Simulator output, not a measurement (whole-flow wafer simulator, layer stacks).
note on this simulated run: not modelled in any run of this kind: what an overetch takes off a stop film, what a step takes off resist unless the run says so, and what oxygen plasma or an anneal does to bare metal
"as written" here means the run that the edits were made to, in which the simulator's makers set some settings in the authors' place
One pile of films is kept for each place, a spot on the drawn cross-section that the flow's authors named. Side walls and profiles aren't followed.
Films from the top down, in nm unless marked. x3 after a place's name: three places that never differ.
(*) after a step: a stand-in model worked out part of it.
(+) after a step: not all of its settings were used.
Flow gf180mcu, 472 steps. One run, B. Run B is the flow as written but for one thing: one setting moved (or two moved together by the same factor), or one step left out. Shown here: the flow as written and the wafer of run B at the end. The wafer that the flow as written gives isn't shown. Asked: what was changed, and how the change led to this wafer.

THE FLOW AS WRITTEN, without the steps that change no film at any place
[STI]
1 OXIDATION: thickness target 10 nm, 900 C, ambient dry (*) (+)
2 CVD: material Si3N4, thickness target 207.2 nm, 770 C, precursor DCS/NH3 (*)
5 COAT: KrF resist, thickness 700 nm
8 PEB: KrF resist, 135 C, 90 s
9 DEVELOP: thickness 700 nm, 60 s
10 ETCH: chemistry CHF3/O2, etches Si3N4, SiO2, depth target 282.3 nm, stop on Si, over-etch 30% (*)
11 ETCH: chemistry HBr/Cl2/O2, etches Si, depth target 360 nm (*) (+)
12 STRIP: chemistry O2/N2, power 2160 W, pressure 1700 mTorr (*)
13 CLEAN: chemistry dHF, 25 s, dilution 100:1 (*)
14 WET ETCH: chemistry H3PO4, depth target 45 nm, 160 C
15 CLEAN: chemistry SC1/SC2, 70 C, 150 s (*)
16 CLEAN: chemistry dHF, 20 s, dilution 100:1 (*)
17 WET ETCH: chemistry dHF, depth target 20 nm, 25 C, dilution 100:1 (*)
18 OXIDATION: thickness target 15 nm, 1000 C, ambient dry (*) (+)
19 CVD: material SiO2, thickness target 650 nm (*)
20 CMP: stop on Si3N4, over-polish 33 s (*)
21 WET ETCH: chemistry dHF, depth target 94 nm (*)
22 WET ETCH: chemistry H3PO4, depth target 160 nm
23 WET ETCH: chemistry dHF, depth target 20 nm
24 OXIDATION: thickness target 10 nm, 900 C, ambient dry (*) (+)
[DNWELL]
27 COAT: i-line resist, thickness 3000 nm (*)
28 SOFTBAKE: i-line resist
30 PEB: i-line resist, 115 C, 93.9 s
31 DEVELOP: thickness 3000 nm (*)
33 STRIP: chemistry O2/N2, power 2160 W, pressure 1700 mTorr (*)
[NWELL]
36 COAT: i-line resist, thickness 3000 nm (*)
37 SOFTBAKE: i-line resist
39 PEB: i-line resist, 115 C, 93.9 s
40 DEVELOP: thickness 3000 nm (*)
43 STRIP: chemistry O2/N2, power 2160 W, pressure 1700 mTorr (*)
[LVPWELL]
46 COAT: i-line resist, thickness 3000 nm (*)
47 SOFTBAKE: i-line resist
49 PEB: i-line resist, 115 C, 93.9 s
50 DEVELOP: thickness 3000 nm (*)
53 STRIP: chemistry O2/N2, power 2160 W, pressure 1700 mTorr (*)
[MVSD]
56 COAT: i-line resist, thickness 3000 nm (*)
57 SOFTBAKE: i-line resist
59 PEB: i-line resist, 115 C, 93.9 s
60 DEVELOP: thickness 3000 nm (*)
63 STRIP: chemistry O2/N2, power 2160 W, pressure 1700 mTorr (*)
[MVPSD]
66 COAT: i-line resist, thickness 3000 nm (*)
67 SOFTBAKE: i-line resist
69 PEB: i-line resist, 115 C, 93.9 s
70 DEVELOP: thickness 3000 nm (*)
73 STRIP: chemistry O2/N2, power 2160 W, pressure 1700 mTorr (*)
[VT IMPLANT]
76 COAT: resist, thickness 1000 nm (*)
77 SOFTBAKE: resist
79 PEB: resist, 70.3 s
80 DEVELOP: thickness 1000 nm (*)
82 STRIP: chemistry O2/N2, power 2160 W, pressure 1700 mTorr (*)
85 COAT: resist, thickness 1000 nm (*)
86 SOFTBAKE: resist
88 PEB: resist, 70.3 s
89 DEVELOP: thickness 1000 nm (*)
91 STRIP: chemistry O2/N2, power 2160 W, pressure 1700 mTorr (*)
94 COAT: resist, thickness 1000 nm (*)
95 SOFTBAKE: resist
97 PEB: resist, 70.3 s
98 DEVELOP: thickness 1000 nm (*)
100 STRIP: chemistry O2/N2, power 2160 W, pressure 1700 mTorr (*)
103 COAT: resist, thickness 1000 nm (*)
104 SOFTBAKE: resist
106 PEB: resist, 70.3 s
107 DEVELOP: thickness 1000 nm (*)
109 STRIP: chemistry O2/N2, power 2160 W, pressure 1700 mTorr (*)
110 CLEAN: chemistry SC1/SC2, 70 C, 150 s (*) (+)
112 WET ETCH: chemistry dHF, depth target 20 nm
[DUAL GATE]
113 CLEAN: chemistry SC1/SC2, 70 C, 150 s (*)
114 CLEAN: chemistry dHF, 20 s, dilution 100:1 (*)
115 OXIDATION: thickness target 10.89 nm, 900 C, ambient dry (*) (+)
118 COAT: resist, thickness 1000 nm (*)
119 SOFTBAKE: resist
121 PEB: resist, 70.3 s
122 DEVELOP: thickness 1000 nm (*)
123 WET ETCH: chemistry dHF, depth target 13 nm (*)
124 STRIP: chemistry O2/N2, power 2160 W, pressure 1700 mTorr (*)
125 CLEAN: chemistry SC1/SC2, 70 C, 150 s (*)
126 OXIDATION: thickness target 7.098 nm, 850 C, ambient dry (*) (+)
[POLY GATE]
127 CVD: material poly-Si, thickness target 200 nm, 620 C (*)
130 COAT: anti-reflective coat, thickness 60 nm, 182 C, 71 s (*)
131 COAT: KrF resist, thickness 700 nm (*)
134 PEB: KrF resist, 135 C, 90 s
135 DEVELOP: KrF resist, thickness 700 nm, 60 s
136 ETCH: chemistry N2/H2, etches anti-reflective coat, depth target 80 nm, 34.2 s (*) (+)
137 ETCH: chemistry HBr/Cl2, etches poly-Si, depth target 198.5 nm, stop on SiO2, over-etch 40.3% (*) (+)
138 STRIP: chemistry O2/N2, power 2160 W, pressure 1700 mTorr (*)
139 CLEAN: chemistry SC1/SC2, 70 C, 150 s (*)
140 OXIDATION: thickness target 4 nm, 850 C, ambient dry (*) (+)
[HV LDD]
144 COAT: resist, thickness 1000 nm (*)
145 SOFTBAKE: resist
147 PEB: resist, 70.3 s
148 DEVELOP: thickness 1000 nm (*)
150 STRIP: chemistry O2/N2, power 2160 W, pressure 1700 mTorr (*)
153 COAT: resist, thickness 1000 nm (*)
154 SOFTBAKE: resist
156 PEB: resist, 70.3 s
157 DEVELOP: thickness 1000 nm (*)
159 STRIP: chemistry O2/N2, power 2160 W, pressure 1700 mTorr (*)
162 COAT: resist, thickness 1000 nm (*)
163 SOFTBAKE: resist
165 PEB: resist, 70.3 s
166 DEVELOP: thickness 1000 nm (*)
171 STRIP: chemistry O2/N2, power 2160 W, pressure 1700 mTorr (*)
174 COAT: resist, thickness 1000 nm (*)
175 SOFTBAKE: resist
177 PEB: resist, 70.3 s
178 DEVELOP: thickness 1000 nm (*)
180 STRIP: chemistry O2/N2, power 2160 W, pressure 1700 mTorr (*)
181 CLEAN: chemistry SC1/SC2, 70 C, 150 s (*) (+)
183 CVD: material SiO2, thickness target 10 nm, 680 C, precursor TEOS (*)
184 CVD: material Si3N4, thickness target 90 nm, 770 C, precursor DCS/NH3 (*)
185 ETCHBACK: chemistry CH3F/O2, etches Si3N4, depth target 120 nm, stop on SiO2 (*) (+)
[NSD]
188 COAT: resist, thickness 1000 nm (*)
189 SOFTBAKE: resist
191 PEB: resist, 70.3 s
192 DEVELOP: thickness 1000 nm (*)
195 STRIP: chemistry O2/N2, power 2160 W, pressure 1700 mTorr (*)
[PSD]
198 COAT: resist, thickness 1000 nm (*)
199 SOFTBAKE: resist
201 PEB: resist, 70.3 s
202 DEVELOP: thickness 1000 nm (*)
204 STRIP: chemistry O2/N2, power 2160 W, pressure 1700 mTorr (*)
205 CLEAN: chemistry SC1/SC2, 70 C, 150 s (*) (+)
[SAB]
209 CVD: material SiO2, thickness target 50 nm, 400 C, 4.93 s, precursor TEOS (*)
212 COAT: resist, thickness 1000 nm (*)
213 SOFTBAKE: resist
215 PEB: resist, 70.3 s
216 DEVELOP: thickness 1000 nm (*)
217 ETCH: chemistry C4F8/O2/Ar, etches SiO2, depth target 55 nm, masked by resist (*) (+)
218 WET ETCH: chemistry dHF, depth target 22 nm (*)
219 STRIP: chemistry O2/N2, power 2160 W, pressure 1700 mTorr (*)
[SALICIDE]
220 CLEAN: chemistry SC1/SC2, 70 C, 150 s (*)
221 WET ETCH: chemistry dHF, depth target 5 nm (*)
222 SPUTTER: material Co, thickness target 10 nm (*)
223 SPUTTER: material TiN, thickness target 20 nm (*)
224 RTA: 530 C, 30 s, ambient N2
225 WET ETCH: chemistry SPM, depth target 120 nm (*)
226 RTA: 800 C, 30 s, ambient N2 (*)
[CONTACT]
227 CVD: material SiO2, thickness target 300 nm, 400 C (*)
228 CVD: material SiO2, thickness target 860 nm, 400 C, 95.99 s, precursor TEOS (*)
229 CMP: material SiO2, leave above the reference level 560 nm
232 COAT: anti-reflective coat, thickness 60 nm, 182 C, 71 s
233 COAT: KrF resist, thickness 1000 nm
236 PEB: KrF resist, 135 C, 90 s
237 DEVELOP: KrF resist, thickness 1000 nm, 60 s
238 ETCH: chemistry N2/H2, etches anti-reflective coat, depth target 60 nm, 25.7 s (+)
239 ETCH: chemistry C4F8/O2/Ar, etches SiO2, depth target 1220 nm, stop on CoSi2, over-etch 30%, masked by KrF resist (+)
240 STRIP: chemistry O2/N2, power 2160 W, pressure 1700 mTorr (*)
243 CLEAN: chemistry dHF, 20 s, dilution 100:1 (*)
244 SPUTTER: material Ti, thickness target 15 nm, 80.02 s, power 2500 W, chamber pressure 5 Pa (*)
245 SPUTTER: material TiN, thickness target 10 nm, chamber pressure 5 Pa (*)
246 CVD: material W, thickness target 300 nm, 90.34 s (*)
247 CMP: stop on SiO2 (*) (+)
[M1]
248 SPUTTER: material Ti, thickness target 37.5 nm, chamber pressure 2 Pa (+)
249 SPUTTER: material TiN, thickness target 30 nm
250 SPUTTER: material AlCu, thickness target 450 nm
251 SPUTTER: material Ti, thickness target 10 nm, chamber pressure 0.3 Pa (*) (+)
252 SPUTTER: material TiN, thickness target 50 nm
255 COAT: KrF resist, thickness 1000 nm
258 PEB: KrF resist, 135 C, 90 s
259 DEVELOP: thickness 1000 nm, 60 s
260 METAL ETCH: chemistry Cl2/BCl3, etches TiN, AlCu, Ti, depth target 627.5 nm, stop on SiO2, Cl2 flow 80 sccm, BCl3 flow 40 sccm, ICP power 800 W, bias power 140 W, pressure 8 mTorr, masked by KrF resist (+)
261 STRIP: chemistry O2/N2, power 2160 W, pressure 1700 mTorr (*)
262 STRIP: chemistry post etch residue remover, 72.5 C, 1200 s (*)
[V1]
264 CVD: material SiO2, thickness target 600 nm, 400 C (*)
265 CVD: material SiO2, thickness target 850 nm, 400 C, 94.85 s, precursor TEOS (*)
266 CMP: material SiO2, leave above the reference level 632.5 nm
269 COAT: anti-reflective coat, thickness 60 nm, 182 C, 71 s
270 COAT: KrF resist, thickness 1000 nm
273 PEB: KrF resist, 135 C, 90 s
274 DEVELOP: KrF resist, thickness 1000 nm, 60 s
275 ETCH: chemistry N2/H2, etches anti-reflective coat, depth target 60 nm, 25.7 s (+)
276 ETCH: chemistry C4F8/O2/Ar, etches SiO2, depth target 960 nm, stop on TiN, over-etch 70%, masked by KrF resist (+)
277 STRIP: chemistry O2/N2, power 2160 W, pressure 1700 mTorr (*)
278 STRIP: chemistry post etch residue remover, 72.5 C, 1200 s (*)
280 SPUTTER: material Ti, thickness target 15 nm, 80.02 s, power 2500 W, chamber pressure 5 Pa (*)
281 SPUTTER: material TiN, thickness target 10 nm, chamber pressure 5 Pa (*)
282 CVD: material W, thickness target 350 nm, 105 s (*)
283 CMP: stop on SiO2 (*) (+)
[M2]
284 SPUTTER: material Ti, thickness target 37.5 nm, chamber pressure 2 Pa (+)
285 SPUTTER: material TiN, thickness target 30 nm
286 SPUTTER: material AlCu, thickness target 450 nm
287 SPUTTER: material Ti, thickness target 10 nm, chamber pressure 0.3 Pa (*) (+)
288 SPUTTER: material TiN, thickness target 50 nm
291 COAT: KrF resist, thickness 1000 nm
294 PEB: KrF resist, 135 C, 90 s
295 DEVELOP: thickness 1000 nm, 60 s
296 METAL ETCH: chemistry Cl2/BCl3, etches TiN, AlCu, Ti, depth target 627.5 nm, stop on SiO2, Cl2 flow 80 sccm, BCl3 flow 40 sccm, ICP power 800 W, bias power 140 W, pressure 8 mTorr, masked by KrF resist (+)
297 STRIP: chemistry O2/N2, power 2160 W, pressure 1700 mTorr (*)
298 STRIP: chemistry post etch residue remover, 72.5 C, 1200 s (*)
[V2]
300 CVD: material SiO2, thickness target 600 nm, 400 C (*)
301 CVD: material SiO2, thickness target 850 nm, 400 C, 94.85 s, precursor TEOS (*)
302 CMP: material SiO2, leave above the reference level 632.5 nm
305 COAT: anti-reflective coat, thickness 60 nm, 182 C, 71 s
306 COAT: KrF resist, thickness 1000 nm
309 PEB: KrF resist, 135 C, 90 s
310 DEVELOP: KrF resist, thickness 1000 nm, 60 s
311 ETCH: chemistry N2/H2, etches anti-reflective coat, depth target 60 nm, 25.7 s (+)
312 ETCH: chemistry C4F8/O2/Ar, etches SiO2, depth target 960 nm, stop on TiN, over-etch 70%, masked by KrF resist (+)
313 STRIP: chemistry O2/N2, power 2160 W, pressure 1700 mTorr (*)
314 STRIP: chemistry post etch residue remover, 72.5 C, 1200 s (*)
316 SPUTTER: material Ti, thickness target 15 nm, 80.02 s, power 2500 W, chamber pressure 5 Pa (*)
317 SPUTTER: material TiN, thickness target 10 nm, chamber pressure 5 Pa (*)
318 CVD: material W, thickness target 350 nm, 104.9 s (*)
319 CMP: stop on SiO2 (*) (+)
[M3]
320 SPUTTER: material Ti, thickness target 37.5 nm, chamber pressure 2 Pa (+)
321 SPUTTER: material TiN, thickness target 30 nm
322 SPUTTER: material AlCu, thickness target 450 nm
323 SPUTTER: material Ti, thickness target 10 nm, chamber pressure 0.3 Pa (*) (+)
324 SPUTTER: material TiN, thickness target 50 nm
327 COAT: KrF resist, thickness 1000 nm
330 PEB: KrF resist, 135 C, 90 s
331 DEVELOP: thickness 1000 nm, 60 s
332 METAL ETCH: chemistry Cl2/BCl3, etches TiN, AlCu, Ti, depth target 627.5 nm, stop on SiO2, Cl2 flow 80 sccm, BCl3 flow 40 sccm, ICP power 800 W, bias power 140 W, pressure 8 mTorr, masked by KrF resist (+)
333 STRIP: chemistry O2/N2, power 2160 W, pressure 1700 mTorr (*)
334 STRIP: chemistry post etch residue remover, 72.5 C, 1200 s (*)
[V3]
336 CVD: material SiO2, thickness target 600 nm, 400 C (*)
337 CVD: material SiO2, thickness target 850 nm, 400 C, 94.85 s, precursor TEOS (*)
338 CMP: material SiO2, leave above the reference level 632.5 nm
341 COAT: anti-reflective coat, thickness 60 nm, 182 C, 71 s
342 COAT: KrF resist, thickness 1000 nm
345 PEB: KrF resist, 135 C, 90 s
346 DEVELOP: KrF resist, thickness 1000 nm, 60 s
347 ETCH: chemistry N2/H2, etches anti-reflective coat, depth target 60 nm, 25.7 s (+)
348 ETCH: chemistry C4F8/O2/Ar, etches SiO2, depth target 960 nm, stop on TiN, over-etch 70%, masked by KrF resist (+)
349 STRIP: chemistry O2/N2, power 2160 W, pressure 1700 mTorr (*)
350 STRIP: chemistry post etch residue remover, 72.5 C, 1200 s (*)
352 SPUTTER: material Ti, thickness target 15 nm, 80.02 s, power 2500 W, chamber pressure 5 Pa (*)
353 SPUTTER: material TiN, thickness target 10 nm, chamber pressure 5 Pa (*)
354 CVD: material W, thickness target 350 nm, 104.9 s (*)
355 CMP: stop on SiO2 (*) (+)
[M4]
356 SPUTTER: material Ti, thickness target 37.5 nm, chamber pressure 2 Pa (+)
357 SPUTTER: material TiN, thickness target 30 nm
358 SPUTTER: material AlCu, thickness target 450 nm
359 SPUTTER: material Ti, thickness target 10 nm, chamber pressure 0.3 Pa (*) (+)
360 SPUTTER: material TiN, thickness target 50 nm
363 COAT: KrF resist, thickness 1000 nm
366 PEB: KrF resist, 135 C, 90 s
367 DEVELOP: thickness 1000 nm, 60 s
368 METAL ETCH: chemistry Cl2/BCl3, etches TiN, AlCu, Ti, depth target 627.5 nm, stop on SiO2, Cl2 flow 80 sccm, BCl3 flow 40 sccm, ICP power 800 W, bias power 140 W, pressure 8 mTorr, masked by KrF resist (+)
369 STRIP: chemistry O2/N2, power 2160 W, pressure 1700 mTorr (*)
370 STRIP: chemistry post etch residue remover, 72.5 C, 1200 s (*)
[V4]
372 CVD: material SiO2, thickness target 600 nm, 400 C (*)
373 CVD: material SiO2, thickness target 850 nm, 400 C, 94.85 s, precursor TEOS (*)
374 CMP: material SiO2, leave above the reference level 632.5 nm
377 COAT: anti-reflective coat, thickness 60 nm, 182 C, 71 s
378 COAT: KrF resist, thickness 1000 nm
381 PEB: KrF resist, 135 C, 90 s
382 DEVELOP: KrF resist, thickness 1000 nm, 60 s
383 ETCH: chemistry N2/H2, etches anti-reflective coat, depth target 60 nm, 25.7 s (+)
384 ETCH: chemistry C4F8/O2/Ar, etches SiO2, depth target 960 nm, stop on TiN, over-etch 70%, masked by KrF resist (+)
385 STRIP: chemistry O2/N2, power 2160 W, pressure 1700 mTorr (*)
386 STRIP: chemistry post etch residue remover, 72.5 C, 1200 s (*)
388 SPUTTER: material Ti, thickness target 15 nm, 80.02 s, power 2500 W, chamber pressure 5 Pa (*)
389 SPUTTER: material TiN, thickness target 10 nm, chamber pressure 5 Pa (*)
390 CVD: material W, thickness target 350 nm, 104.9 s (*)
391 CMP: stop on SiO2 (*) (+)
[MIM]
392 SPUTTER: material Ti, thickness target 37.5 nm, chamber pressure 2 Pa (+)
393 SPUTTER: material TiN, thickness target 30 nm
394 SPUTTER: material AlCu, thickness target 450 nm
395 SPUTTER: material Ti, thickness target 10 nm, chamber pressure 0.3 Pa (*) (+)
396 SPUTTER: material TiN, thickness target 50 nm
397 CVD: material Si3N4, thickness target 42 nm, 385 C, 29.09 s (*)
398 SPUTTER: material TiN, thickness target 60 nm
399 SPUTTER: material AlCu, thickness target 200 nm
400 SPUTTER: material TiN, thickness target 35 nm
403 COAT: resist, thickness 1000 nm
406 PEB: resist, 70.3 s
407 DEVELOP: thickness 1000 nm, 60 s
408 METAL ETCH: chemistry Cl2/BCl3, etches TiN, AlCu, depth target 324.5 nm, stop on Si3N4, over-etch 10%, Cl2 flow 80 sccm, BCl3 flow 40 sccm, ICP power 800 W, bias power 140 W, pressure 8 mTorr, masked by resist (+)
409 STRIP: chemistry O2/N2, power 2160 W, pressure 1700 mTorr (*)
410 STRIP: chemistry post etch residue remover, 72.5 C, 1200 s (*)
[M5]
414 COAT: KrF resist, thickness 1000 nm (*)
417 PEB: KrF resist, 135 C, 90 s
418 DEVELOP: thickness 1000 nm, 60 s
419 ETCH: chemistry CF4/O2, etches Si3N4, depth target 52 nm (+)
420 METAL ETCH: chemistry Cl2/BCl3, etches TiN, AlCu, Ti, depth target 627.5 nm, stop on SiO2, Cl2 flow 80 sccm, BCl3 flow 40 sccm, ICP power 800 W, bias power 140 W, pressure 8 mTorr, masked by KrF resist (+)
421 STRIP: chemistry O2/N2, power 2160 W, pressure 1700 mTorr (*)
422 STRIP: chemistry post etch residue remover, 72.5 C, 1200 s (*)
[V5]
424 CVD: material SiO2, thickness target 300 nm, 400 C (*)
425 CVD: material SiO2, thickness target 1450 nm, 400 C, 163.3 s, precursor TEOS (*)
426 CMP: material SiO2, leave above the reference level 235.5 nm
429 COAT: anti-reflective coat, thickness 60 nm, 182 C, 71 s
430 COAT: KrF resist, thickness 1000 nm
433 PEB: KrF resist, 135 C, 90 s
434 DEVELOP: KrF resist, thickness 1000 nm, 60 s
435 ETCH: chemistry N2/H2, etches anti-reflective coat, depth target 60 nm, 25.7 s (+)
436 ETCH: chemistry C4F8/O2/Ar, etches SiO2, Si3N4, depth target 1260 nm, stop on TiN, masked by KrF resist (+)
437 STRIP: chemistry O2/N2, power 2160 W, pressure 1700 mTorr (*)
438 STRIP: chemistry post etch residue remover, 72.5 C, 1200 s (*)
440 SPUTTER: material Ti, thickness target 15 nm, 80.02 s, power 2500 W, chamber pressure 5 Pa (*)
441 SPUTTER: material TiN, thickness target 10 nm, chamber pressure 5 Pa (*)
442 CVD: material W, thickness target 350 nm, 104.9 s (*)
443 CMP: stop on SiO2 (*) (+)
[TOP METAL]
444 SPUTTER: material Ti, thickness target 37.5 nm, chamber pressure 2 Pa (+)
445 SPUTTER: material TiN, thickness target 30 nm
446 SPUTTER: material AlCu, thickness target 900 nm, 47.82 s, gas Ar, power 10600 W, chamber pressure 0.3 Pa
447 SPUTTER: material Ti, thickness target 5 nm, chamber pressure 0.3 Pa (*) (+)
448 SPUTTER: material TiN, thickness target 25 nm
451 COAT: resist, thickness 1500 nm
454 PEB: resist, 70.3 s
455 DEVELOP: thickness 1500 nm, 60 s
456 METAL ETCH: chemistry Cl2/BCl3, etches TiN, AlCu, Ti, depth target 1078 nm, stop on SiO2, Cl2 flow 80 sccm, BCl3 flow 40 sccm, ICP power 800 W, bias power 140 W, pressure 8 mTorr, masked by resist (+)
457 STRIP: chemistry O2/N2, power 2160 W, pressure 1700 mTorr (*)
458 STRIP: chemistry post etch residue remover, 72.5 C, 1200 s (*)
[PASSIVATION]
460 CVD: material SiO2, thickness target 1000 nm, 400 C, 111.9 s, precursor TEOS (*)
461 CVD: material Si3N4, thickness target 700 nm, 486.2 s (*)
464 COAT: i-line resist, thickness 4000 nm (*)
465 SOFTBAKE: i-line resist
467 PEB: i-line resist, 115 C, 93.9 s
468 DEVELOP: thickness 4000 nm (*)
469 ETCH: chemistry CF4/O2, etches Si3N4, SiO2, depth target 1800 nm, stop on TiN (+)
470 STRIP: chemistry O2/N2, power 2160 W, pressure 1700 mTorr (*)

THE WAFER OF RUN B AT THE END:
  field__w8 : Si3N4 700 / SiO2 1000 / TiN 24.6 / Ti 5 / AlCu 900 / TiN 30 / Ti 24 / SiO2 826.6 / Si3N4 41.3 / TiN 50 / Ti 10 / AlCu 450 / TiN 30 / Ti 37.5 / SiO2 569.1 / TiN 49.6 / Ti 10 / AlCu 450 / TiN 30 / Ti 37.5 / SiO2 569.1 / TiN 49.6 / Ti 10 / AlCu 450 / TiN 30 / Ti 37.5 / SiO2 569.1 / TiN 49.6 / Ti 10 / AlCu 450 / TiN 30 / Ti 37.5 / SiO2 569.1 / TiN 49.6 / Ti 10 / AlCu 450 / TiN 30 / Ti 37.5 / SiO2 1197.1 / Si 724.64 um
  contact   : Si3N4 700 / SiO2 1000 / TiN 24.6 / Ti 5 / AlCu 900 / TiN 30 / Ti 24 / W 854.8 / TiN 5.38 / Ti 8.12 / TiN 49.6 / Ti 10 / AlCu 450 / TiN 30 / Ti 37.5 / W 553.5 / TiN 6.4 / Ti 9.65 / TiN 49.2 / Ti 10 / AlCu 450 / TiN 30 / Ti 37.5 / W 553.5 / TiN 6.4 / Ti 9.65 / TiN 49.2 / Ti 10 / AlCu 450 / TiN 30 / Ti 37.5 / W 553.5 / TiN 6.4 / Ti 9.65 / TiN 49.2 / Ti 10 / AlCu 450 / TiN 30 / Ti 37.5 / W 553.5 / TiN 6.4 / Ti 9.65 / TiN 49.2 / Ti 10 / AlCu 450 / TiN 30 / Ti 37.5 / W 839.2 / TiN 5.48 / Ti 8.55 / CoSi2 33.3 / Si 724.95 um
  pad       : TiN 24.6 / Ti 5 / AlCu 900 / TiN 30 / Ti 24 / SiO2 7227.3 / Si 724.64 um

The cause: step 444, SPUTTER: thickness target 24 nm was run, where the flow has thickness target 37.5 nm.
It can be read off the wafer: field__w8 has Ti 24, and step 444 as written asks for 37.5 nm.

How the change led to this, step by step:
  444 SPUTTER: material Ti, thickness target 37.5 nm, chamber pressure 2 Pa (+)
      field, field__w1, field__w2 and 109 more: Ti +24 (new film) (as written it would be: Ti +37.5 (new film))
  456 METAL ETCH: chemistry Cl2/BCl3, etches TiN, AlCu, Ti, depth target 1078 nm, stop on SiO2, Cl2 flow 80 sccm, BCl3 flow 40 sccm, ICP power 800 W, bias power 140 W, pressure 8 mTorr, masked by resist (+)
      field, field__w1, field__w2 and 103 more: TiN -25 (all of it), Ti -5 (all of it), AlCu -900 (all of it), TiN -30 (all of it), Ti -24 (all of it) (as written it would be: TiN -25 (all of it), Ti -5 (all of it), AlCu -900 (all of it), TiN -30 (all of it), Ti -37.5 (all of it))
  465 SOFTBAKE: i-line resist
      field__w2, field_sub__w4: i-line resist +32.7 (as written it would be: i-line resist +33.4)
      field__w11, field__w13: i-line resist +36.8 (as written it would be: i-line resist +37.6)
      (and at 20 more places)
